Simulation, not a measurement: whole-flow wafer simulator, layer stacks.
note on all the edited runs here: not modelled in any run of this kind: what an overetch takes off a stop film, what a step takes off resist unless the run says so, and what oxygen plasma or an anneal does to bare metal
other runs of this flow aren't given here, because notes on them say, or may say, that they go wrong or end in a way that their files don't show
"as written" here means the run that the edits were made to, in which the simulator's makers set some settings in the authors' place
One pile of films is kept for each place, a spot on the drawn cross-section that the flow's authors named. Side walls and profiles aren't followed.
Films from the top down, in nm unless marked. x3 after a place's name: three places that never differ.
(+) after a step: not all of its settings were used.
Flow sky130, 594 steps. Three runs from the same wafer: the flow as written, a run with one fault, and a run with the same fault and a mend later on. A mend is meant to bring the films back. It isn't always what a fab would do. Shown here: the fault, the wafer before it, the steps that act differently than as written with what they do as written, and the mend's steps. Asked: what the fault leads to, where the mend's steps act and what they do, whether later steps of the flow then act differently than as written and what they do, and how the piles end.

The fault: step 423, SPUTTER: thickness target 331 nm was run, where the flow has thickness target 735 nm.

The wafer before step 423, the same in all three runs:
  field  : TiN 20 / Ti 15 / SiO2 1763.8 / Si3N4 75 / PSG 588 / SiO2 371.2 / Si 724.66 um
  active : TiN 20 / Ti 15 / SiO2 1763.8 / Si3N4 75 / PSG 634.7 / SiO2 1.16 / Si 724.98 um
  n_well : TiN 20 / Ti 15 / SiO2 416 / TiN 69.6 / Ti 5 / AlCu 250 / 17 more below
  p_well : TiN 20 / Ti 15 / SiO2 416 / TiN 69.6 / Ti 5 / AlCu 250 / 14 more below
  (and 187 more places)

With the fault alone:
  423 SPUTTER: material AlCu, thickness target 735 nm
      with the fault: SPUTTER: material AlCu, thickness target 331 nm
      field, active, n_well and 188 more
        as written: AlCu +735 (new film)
        with the fault: AlCu +331 (new film)
  Later steps of the flow that act differently than as written (6 more steps differ only slightly, by at most 2% or 0.5 nm, whichever is larger, and aren't shown):
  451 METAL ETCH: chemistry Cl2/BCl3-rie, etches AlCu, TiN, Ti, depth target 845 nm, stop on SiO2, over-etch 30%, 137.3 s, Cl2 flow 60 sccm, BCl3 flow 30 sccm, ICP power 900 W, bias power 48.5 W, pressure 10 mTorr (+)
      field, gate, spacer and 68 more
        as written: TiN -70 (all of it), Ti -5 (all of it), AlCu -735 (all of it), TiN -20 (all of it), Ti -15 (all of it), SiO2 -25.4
        with the fault: TiN -70 (all of it), Ti -5 (all of it), AlCu -331 (all of it), TiN -20 (all of it), Ti -15 (all of it), SiO2 -65.8
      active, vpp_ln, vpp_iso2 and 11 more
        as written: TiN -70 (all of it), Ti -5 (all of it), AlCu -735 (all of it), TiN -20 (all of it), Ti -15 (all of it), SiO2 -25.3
        with the fault: TiN -70 (all of it), Ti -5 (all of it), AlCu -331 (all of it), TiN -20 (all of it), Ti -15 (all of it), SiO2 -65.8
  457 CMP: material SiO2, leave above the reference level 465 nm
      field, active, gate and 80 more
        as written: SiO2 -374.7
        with the fault: SiO2 -738.2
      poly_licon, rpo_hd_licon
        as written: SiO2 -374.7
        with the fault: SiO2 -738.3
  At the end the piles differ from the flow's by more than 2% or 0.5 nm, whichever is larger, at field, active, n_well and 190 more.
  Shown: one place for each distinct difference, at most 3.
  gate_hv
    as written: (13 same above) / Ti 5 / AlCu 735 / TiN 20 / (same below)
    with the fault: (13 same above) / Ti 5 / AlCu 331 / TiN 20 / (same below)
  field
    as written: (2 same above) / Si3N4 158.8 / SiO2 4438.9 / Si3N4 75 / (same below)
    with the fault: (2 same above) / Si3N4 158.8 / SiO2 4034.9 / Si3N4 75 / (same below)
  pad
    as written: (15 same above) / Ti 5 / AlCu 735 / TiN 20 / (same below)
    with the fault: (15 same above) / Ti 5 / AlCu 331 / TiN 20 / (same below)

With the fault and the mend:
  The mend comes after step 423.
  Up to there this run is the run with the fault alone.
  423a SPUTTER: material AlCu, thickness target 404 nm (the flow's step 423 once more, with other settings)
      field, active, n_well and 188 more
        AlCu +404
  No later step of the flow acts differently than as written at any place that is followed.
  At the end the piles are the same as the flow's at every place that both follow.
